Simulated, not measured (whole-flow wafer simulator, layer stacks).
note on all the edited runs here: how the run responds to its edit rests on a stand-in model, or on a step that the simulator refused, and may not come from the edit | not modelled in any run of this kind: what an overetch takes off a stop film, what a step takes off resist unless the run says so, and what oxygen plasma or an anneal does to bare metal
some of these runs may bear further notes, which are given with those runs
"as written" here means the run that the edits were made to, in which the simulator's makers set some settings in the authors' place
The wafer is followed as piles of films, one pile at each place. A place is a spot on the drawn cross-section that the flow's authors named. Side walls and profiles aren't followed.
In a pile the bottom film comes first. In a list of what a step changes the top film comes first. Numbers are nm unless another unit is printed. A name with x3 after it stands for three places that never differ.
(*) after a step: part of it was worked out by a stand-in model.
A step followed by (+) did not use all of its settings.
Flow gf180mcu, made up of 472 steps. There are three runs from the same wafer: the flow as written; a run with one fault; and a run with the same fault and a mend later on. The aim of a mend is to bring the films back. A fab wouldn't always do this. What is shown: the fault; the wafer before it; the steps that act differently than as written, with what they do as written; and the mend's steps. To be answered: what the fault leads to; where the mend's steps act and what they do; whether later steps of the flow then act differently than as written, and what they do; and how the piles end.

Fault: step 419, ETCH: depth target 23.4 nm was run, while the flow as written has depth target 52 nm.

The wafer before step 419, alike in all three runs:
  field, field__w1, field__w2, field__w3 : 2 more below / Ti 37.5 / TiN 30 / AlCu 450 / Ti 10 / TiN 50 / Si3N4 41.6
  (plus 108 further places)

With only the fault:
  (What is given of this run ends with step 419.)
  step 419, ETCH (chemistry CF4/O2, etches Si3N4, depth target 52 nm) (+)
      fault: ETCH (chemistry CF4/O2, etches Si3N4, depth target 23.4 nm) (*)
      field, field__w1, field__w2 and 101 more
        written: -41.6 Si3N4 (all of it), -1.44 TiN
        fault: -23.4 Si3N4
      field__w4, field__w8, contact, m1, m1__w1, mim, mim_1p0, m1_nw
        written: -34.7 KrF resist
        fault: -15.6 KrF resist
  Once step 419 is done, the piles at field, field__w1, field__w2 and 102 more depart from the flow's by more than 2% or 0.5 nm, whichever is larger.
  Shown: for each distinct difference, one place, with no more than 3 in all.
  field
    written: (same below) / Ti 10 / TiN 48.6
    fault: (same below) / Ti 10 / TiN 50 / Si3N4 18.2
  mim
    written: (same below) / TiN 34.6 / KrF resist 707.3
    fault: (same below) / TiN 34.6 / KrF resist 726.4

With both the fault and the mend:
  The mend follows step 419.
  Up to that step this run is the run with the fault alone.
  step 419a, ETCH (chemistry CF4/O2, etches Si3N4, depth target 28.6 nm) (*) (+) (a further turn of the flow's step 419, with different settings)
      field, field__w1, field__w2 and 101 more
        -18.2 Si3N4 (all of it), -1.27 TiN
      field__w4, field__w8, contact, m1, m1__w1, mim, mim_1p0, m1_nw
        -18.2 KrF resist
  Later steps of the flow that are run all act as written at every place that is followed, up to a difference of at most 2% or 0.5 nm, whichever is larger.
  By the end, the piles equal the flow's at every place that both follow.
